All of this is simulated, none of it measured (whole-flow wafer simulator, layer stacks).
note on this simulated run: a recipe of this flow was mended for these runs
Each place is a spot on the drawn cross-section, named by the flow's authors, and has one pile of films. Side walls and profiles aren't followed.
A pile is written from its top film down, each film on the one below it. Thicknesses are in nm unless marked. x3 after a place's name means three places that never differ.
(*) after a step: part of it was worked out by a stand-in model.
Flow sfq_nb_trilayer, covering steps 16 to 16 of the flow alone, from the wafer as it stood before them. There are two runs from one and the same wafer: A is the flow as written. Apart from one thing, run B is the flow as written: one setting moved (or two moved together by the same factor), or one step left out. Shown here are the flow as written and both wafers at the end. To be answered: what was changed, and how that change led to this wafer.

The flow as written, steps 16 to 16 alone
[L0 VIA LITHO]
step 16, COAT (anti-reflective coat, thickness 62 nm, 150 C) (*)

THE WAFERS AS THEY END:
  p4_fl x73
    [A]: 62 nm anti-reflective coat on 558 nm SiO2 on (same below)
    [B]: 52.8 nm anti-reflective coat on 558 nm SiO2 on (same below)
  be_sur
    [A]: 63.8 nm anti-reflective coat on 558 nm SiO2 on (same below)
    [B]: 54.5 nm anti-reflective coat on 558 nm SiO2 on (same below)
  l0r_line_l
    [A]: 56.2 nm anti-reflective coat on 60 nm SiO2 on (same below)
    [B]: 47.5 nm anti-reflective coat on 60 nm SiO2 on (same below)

Cause: step 16, COAT: thickness 52.8 nm was run, while the flow as written has thickness 62 nm.
One can read it off the wafer: p4_fl x73 has anti-reflective coat 52.8, and step 16 as written asks for 62 nm.

The path from the change to this, step by step:
  step 16, COAT (anti-reflective coat, thickness 62 nm, 150 C) (*)
      p4_fl x73: A +62 anti-reflective coat (new film) | B +52.8 anti-reflective coat (new film)
      be_sur, gap, jj_sur and 8 more: A +63.8 anti-reflective coat (new film) | B +54.5 anti-reflective coat (new film)
      (as well as at 22 more places)
